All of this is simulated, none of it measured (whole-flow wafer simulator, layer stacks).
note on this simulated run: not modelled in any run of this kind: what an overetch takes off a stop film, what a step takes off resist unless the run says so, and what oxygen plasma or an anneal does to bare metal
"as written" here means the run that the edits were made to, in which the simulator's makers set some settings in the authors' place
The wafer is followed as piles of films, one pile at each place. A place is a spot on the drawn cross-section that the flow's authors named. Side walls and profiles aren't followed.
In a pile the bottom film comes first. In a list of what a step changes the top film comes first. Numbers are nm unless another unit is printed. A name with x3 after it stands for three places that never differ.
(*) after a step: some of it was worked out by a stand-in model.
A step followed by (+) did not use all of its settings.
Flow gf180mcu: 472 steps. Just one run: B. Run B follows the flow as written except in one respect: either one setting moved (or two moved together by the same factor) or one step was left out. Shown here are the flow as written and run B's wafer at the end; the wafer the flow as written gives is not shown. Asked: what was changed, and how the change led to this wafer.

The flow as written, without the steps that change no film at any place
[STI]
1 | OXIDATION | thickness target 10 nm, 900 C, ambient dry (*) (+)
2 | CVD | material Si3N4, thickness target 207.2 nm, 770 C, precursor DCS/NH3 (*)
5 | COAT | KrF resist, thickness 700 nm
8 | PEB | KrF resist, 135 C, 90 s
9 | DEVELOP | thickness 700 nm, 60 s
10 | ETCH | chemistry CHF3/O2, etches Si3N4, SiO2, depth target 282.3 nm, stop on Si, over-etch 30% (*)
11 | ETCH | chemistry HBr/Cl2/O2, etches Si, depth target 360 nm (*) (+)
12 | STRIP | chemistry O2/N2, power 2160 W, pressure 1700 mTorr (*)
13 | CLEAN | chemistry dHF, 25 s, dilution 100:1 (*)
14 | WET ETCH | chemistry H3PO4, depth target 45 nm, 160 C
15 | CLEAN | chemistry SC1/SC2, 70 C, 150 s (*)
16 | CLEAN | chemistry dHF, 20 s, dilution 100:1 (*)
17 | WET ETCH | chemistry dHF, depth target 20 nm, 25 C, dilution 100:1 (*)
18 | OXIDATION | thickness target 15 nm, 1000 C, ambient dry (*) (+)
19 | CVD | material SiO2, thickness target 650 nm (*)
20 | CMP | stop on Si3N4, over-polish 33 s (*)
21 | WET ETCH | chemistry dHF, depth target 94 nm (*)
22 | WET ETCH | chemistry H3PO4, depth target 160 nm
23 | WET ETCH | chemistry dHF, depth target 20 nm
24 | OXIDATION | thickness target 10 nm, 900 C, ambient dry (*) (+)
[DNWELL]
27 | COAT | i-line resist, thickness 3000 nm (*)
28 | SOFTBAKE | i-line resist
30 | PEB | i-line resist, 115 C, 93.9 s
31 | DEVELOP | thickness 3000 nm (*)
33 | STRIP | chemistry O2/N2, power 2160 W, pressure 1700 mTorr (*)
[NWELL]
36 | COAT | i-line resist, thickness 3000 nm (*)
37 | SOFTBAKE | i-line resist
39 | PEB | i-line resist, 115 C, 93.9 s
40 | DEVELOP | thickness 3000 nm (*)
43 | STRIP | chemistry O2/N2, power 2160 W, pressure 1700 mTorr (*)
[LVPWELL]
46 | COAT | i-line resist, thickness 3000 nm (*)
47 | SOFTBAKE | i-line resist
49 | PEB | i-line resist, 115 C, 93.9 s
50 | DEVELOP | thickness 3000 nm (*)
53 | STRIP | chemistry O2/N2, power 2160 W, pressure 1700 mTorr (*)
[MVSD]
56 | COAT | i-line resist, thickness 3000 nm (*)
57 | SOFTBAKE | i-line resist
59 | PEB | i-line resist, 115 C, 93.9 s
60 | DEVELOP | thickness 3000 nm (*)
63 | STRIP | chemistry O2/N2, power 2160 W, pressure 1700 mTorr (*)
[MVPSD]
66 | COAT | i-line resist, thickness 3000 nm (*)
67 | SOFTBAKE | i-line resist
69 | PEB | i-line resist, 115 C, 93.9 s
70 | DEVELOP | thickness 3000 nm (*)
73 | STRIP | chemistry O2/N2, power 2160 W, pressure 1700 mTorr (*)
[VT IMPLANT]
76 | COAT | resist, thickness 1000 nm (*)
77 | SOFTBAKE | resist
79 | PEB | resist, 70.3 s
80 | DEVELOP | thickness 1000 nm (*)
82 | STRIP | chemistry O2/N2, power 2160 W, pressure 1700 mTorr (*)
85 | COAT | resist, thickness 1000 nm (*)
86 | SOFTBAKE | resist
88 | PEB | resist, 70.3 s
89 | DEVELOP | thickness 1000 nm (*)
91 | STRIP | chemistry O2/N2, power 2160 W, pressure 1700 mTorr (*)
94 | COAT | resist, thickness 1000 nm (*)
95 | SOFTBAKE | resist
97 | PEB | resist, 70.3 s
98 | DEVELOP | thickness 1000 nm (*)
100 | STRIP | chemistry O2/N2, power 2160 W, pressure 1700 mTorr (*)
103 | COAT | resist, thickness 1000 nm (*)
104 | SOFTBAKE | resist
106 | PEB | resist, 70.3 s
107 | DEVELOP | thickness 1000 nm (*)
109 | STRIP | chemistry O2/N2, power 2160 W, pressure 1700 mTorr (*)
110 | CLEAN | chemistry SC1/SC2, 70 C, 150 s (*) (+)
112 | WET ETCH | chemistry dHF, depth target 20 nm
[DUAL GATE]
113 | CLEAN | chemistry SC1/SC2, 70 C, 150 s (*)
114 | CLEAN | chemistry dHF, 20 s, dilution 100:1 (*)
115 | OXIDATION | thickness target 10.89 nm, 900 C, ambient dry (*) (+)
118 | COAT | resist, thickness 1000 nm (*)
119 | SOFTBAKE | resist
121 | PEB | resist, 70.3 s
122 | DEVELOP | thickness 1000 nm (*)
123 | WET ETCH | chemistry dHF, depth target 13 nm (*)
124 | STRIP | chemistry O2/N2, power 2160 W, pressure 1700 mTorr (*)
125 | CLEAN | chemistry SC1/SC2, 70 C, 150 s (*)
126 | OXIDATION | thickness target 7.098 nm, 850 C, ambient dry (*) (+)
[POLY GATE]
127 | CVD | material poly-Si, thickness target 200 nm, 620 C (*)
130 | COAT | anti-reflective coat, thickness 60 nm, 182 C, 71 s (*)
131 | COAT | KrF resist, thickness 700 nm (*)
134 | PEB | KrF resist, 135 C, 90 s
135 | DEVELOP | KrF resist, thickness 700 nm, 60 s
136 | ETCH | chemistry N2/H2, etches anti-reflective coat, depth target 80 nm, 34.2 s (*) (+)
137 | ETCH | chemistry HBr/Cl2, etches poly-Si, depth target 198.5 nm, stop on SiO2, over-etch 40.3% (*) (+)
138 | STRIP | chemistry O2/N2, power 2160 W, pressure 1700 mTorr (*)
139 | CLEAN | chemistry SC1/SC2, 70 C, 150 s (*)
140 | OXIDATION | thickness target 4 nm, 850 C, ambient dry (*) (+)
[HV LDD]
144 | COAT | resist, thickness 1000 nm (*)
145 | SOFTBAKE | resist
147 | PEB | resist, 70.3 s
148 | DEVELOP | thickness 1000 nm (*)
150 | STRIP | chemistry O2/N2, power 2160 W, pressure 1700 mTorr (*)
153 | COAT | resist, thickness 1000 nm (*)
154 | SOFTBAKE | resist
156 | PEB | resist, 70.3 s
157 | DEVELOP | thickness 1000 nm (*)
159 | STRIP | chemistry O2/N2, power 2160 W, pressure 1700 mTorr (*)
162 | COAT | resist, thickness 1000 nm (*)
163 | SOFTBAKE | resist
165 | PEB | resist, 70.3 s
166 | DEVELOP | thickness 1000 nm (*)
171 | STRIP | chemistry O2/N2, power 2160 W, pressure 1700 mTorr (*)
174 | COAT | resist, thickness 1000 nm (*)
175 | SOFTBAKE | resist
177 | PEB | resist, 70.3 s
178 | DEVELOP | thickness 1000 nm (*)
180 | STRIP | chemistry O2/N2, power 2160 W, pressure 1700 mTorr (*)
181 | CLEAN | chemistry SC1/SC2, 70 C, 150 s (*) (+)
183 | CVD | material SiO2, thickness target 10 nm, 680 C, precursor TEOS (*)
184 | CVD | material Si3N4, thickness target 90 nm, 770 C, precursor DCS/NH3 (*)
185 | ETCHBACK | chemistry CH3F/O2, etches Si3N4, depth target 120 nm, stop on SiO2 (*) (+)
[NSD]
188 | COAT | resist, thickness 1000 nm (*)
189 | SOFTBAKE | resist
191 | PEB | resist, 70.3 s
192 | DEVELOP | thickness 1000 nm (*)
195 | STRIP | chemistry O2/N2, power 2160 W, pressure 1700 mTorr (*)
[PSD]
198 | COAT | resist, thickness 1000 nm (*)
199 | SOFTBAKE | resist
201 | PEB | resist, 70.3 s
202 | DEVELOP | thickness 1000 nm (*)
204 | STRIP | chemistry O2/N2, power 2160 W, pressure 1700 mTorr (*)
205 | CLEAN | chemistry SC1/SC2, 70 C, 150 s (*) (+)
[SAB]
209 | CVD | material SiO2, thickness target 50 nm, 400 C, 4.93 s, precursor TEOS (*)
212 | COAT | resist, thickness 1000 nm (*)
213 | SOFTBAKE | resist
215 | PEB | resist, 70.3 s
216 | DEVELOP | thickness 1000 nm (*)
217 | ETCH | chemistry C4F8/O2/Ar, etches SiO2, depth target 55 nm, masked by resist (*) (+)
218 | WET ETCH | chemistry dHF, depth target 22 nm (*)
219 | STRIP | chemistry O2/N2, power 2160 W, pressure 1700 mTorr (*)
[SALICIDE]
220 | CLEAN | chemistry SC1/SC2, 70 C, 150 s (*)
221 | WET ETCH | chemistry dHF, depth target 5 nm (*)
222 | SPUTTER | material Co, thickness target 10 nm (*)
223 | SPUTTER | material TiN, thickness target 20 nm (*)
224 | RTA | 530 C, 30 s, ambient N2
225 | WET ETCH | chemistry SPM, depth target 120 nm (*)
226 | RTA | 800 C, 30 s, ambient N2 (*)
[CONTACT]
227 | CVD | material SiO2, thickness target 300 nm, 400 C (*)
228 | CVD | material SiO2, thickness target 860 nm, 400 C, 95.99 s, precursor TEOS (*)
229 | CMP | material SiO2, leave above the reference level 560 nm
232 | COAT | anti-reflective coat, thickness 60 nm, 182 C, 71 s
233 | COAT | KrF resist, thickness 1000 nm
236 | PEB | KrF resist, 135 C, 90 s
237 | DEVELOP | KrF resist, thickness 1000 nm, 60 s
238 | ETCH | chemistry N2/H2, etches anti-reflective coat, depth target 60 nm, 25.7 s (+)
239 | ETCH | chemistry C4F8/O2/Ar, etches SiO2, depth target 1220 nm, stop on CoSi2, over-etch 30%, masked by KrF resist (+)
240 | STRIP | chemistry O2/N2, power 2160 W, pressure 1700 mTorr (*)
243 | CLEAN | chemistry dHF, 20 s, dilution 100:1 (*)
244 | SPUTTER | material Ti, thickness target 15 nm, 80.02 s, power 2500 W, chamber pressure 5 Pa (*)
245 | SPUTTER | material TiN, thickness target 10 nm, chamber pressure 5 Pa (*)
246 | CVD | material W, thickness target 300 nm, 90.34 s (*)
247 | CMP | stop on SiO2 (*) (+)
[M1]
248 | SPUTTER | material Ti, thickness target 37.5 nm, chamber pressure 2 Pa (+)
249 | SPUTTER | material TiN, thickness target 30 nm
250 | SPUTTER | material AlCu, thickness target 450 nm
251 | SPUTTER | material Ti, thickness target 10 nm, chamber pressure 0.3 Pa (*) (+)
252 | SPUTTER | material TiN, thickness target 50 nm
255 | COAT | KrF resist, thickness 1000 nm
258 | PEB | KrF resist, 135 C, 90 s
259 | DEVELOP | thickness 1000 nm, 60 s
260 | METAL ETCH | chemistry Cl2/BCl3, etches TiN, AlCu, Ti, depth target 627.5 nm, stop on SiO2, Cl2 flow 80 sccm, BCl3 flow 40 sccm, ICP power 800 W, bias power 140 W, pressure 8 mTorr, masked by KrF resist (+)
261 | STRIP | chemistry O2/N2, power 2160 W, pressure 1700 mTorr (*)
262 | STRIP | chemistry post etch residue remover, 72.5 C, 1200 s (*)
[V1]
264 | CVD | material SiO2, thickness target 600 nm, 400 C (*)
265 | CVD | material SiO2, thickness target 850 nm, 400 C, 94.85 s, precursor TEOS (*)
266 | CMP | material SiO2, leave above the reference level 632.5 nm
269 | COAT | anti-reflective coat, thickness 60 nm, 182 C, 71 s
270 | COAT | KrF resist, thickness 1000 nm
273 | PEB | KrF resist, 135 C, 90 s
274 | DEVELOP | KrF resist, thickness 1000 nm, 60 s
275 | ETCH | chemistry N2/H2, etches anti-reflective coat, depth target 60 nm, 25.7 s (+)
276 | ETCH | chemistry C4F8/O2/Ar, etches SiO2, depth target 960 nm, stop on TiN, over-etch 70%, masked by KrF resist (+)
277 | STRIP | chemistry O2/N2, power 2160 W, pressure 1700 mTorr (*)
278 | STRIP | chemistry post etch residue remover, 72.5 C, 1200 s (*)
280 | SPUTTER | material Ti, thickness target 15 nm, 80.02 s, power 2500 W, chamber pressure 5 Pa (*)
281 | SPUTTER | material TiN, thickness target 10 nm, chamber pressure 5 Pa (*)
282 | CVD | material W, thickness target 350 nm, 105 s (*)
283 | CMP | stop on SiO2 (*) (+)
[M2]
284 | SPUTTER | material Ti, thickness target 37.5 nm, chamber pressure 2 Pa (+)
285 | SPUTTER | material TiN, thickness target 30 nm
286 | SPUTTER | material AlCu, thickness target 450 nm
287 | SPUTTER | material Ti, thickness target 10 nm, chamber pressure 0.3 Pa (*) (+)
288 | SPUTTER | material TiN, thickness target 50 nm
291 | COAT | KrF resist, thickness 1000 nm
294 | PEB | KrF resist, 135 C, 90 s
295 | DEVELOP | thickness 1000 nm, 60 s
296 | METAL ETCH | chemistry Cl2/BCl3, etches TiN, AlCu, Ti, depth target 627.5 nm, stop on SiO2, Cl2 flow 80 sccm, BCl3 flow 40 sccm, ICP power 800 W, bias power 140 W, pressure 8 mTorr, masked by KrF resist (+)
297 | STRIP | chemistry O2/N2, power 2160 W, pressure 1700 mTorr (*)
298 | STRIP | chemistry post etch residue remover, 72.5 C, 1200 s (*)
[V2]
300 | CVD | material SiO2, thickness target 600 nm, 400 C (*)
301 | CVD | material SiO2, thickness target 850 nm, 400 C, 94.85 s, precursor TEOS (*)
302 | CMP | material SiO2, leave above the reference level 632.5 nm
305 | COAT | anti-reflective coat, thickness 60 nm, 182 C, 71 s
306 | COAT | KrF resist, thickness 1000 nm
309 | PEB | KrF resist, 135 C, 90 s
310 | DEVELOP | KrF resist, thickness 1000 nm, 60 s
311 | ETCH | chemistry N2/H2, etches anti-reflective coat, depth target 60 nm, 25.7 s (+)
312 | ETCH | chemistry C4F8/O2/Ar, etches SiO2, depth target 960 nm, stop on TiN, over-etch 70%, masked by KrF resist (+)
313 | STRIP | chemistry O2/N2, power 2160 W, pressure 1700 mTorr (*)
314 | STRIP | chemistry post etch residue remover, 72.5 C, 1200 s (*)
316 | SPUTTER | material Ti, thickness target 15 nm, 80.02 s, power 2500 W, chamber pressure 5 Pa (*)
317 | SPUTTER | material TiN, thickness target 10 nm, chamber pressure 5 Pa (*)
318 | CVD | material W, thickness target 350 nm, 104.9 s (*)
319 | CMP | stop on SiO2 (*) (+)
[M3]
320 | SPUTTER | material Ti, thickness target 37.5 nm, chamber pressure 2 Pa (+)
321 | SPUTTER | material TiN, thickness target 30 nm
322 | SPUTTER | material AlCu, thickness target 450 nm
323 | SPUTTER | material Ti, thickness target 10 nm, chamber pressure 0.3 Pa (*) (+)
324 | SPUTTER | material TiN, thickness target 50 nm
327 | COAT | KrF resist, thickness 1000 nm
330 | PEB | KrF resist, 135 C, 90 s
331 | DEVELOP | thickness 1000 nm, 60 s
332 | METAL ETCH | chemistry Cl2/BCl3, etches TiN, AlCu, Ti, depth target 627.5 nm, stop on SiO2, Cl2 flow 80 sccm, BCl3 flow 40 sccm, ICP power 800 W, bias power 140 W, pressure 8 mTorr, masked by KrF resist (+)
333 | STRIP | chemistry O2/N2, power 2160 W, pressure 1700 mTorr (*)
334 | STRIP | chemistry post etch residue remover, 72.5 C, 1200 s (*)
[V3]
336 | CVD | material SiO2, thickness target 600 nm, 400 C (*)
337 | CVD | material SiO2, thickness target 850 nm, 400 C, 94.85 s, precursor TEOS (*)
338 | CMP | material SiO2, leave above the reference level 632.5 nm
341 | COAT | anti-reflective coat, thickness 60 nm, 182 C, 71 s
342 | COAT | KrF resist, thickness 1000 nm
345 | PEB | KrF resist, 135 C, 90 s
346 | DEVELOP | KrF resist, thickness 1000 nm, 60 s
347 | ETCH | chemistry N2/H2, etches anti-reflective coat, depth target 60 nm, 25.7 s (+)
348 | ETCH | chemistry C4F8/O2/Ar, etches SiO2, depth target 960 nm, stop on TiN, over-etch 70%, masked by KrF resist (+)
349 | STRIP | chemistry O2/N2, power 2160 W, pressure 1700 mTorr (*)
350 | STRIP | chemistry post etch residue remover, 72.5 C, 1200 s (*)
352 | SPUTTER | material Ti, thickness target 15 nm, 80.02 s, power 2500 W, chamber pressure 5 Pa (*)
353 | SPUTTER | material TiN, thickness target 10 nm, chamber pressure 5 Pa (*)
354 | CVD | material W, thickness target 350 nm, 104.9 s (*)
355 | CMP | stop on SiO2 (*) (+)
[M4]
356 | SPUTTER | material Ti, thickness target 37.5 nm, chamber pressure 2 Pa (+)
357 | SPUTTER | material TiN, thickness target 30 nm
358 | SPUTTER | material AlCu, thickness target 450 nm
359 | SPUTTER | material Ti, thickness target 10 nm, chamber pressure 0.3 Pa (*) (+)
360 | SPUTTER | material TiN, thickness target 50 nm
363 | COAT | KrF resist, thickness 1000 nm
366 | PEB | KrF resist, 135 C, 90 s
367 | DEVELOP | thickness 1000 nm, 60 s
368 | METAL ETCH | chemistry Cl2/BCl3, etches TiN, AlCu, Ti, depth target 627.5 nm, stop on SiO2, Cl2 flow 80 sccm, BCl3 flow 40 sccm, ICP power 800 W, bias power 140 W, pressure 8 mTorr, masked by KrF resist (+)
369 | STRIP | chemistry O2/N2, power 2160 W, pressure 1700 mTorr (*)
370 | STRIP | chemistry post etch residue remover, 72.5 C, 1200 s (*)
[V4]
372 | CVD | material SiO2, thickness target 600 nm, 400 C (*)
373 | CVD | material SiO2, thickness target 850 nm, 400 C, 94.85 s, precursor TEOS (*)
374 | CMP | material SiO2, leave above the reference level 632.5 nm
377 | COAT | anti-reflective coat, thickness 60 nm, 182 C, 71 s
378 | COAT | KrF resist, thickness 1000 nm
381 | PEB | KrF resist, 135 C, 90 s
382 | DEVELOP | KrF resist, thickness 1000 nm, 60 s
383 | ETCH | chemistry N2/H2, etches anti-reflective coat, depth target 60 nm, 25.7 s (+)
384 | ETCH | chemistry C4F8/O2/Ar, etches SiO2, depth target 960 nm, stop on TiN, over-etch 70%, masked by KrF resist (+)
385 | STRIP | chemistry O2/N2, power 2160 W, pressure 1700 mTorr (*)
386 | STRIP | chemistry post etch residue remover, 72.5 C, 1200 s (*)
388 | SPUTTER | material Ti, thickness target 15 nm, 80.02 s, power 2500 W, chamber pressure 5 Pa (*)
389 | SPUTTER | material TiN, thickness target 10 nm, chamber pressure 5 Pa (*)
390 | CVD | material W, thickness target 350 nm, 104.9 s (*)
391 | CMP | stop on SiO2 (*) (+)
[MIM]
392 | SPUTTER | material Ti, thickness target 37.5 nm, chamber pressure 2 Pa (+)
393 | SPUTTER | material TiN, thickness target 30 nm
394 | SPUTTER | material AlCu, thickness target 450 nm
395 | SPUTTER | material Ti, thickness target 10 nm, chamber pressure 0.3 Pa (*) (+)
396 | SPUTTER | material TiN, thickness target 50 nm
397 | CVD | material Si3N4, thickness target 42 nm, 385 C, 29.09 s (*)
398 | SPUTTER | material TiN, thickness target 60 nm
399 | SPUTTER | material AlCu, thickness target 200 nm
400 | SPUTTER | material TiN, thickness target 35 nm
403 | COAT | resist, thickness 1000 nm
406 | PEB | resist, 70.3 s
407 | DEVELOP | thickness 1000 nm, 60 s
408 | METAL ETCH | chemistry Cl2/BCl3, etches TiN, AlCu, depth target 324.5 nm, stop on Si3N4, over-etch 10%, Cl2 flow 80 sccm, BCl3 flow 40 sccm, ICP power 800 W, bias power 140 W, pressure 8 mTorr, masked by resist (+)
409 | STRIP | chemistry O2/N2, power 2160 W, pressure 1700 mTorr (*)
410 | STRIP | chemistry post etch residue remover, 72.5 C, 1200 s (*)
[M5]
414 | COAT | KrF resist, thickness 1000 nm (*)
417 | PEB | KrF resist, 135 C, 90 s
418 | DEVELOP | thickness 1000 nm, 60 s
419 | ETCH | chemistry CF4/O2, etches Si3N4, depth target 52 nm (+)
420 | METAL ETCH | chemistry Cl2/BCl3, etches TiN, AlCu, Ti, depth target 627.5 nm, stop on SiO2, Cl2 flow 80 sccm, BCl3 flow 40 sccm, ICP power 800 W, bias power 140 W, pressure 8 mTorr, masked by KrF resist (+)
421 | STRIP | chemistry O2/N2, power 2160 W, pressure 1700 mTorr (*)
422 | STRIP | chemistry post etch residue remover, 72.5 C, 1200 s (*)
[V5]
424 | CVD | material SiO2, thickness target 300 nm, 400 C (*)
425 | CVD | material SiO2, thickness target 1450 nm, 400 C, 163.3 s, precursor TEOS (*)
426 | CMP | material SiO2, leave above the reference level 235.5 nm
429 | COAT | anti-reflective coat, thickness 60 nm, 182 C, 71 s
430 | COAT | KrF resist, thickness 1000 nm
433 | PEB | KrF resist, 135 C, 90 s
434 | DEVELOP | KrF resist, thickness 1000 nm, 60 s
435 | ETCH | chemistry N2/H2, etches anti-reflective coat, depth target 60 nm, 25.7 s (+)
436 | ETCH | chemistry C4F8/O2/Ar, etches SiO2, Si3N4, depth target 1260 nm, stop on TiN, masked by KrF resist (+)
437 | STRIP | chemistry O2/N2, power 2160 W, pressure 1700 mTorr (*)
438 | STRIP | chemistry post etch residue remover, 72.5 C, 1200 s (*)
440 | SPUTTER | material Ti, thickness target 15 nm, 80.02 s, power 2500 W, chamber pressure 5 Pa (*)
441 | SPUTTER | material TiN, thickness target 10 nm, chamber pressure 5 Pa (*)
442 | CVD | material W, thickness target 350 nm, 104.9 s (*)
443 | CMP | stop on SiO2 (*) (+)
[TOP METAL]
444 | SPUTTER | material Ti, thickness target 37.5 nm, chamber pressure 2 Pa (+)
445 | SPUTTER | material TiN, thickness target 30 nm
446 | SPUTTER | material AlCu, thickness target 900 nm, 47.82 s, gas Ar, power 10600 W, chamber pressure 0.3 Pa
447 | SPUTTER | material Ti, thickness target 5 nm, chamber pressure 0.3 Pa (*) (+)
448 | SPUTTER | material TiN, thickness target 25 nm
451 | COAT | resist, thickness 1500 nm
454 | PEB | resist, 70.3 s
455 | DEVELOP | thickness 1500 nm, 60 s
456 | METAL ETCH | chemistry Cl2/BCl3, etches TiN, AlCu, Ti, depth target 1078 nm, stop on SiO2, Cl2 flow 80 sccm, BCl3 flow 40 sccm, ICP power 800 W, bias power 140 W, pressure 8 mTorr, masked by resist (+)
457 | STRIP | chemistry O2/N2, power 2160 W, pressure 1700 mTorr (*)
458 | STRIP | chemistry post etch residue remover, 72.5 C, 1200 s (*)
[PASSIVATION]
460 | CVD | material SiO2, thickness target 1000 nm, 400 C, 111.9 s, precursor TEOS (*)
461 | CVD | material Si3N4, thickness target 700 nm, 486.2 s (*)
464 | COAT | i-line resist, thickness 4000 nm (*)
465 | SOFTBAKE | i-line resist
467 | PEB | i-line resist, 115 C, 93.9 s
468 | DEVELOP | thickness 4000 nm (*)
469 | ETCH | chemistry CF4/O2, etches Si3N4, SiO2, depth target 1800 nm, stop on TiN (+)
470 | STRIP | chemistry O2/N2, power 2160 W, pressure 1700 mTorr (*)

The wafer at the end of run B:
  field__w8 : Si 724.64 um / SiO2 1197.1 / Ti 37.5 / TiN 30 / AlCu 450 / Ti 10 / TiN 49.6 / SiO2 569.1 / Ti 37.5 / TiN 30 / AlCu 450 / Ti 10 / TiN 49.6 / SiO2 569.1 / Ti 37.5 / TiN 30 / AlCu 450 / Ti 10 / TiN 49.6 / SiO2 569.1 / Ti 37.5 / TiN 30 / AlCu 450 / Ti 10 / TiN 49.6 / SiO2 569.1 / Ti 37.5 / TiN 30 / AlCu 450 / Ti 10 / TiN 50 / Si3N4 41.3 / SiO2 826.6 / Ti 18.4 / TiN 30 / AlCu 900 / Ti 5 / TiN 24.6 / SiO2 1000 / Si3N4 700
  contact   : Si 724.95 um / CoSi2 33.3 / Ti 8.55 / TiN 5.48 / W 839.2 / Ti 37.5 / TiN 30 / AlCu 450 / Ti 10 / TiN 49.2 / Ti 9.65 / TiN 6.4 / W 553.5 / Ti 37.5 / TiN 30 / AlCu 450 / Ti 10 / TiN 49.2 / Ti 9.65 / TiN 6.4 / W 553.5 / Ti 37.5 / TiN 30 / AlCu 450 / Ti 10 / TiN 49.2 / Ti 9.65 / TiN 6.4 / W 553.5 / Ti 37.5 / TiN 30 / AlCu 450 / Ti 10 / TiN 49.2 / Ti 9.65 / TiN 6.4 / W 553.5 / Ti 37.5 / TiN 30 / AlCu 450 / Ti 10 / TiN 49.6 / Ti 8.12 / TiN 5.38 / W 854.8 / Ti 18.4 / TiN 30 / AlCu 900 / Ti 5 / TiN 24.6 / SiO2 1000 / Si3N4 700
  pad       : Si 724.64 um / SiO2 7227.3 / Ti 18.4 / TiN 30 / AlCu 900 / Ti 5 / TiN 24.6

The reason: step 444, SPUTTER: thickness target 18.4 nm was run, whereas the flow has thickness target 37.5 nm.
The wafer itself shows it: field__w8 has Ti 18.4, and step 444 as written asks for 37.5 nm.

The path from the change to this, step by step:
  444 | SPUTTER | material Ti, thickness target 37.5 nm, chamber pressure 2 Pa (+)
      field, field__w1, field__w2 and 109 more: Ti gains 18.4 (new film) (as written it would have been: Ti gains 37.5 (new film))
  456 | METAL ETCH | chemistry Cl2/BCl3, etches TiN, AlCu, Ti, depth target 1078 nm, stop on SiO2, Cl2 flow 80 sccm, BCl3 flow 40 sccm, ICP power 800 W, bias power 140 W, pressure 8 mTorr, masked by resist (+)
      field, field__w1, field__w2 and 103 more: TiN loses 25 (all of it), Ti loses 5 (all of it), AlCu loses 900 (all of it), TiN loses 30 (all of it), Ti loses 18.4 (all of it) (as written it would have been: TiN loses 25 (all of it), Ti loses 5 (all of it), AlCu loses 900 (all of it), TiN loses 30 (all of it), Ti loses 37.5 (all of it))
  465 | SOFTBAKE | i-line resist
      field__w11, field__w13: i-line resist gains 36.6 (as written it would have been: i-line resist gains 37.6)
      mim, ppoly_u: i-line resist gains 36.5 (as written it would have been: i-line resist gains 37.5)
      (as well as at 59 more places)
